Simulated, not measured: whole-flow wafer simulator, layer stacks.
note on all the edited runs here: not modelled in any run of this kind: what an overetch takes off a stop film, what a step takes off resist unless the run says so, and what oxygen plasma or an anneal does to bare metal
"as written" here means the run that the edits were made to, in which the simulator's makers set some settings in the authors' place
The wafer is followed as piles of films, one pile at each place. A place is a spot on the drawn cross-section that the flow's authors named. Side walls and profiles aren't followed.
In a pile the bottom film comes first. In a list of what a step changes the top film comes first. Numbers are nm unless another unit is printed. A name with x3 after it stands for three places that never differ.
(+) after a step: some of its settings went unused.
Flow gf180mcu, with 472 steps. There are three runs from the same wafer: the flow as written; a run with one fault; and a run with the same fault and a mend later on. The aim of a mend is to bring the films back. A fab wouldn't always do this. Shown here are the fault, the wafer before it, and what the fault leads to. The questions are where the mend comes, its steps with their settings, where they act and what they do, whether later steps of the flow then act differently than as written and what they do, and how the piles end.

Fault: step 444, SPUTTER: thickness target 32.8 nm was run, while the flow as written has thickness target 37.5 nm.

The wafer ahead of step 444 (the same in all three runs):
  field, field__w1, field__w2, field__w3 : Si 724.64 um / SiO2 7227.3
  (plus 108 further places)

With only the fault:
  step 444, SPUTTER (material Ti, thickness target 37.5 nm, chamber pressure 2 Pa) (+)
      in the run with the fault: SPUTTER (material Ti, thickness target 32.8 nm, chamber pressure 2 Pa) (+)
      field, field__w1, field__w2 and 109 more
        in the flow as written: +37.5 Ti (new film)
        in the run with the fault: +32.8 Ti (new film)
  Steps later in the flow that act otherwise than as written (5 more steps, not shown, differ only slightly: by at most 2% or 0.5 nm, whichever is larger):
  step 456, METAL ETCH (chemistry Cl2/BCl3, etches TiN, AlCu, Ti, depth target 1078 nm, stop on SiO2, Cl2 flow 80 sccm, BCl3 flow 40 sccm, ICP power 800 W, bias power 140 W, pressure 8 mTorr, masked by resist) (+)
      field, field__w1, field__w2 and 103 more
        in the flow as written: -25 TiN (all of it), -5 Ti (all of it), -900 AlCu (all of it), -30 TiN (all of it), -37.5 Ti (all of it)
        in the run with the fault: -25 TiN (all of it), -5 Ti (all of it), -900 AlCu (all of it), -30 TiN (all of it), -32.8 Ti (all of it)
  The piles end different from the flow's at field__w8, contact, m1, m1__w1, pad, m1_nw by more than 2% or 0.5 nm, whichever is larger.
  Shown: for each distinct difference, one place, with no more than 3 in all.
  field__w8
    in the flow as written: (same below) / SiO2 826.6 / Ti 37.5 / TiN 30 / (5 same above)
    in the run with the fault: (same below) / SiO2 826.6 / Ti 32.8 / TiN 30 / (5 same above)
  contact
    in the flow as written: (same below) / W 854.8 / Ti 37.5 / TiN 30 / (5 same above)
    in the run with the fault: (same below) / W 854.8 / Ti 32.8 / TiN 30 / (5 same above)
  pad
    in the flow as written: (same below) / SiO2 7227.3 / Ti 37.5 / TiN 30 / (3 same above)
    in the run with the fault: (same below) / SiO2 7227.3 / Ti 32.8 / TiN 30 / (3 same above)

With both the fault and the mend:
  The mend stands after step 444.
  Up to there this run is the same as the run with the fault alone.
  step 444a, SPUTTER (material Ti, thickness target 4.7 nm, chamber pressure 2 Pa) (+) (the flow's step 444 again, with other settings)
      field, field__w1, field__w2 and 109 more
        +4.7 Ti
  None of the later steps of the flow acts differently than as written at any place that is followed.
  By the end, the piles equal the flow's at every place that both follow.
